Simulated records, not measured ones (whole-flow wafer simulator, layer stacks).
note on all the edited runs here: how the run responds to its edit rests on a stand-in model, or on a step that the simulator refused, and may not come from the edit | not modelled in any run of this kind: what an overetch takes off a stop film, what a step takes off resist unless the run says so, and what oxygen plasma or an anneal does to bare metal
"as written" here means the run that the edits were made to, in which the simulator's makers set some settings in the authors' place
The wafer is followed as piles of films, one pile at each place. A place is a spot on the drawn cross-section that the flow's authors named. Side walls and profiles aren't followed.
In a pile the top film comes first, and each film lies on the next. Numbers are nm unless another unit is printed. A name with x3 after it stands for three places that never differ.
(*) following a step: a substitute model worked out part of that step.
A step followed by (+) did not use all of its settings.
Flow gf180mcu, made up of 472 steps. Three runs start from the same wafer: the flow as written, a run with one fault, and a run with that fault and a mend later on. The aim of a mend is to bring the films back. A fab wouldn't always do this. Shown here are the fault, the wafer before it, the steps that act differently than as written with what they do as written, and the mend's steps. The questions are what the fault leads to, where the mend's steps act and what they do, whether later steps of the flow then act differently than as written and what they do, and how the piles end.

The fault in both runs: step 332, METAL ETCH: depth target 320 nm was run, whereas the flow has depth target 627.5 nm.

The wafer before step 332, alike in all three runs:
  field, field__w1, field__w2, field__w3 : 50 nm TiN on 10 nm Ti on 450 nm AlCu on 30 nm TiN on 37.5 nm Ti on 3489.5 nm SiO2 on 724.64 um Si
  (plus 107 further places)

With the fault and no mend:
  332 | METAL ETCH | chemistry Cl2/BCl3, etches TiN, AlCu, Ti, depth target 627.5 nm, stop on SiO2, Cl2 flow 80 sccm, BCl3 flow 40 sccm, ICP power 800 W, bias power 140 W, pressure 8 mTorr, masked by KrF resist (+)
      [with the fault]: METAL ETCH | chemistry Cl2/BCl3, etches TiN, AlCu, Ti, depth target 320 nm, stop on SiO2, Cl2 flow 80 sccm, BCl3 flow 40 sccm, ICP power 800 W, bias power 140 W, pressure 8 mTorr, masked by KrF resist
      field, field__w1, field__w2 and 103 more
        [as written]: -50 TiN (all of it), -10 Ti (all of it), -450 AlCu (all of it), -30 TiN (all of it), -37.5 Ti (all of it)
        [with the fault]: -50 TiN (all of it), -10 Ti (all of it), -260 AlCu
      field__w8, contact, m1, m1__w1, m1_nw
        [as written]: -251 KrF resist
        [with the fault]: -128 KrF resist
  Steps further on in the flow that do not act as written:
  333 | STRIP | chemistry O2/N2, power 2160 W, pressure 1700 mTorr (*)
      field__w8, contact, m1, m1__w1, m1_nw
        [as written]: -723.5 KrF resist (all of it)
        [with the fault]: -846.5 KrF resist (all of it)
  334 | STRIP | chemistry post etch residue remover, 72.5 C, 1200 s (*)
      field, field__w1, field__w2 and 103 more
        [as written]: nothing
        [with the fault]: -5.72 AlCu
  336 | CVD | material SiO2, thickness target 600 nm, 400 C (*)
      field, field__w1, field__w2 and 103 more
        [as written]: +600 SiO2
        [with the fault]: +600 SiO2 (new film)
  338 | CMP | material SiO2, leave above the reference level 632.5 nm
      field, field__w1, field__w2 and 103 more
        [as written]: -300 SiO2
        [with the fault]: -551.8 SiO2
  By the end, the piles at field, field__w1, field__w2 and 104 more depart from the flow's by more than 2% or 0.5 nm, whichever is larger.
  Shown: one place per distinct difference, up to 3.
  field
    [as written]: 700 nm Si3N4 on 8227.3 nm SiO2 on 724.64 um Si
    [with the fault]: 700 nm Si3N4 on 4486 nm SiO2 on 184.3 nm AlCu on 30 nm TiN on 37.5 nm Ti on 3489.5 nm SiO2 on 724.64 um Si
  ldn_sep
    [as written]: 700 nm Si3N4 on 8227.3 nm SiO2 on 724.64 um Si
    [with the fault]: 700 nm Si3N4 on 4486 nm SiO2 on 184.3 nm AlCu on 30 nm TiN on 37.5 nm Ti on 3489.4 nm SiO2 on 724.64 um Si
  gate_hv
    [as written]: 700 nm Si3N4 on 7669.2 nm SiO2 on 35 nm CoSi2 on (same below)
    [with the fault]: 700 nm Si3N4 on 4486 nm SiO2 on 184.3 nm AlCu on 30 nm TiN on 37.5 nm Ti on 2931.3 nm SiO2 on 35 nm CoSi2 on (same below)

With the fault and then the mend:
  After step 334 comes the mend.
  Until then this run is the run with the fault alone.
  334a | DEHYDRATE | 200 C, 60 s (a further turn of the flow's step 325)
      does not change any film at any place that is followed
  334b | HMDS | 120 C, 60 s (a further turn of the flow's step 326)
      does not change any film at any place that is followed
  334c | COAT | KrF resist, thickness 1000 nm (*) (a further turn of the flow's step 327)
      iso_ptap_pw, iso_ntap_nw, iso_nw_fld and 33 more
        +1000 KrF resist (new film)
      field__w6, field_sub__w2, field_sub__w4 and 11 more
        +1002 KrF resist (new film)
      field__w5, field__w9, field__w10 and 9 more
        +1002.1 KrF resist (new film)
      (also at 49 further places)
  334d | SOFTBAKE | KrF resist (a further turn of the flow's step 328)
      does not change any film at any place that is followed
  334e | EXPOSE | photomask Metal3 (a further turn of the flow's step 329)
      does not change any film at any place that is followed
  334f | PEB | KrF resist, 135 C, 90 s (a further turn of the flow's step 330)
      field__w1, field__w2, field__w3 and 58 more
        -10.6 KrF resist
      iso_ptap_pw, iso_ntap_nw, iso_nw_fld and 33 more
        -10.5 KrF resist
      sd_p, gate_p, nw_sep_fld, polyc_n
        -10.7 KrF resist
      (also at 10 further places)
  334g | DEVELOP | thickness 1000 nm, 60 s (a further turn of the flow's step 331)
      iso_ptap_pw, iso_ntap_nw, iso_nw_fld and 33 more
        -989.5 KrF resist (all of it)
      field__w5, field__w9, field_sub and 15 more
        -991.6 KrF resist (all of it)
      field__w6, field__w10, field_sub__w2 and 14 more
        -991.5 KrF resist (all of it)
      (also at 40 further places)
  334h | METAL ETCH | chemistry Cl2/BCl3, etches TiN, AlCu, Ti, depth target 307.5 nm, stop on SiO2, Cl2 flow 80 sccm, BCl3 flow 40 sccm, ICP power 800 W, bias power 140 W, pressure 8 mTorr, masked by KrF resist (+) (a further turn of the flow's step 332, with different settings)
      field, field__w1, field__w2 and 103 more
        -184.3 AlCu (all of it), -30 TiN (all of it), -37.5 Ti (all of it)
      field__w8, contact, m1, m1__w1, m1_nw
        -123 KrF resist
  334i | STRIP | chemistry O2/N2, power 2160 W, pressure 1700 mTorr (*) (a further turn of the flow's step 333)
      field__w8, m1
        -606 KrF resist (all of it)
      contact
        -604.2 KrF resist (all of it)
      m1__w1
        -614.2 KrF resist (all of it)
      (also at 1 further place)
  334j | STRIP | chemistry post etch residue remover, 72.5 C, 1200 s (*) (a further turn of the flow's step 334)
      field__w8, contact, m1, m1__w1, m1_nw
        -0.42 TiN
  Later steps of the flow that are run all act as written at every place that is followed, up to a difference of at most 2% or 0.5 nm, whichever is larger.
  The piles end only slightly different from the flow's at the places that both follow, by no more than 2% or 0.5 nm, whichever is larger.
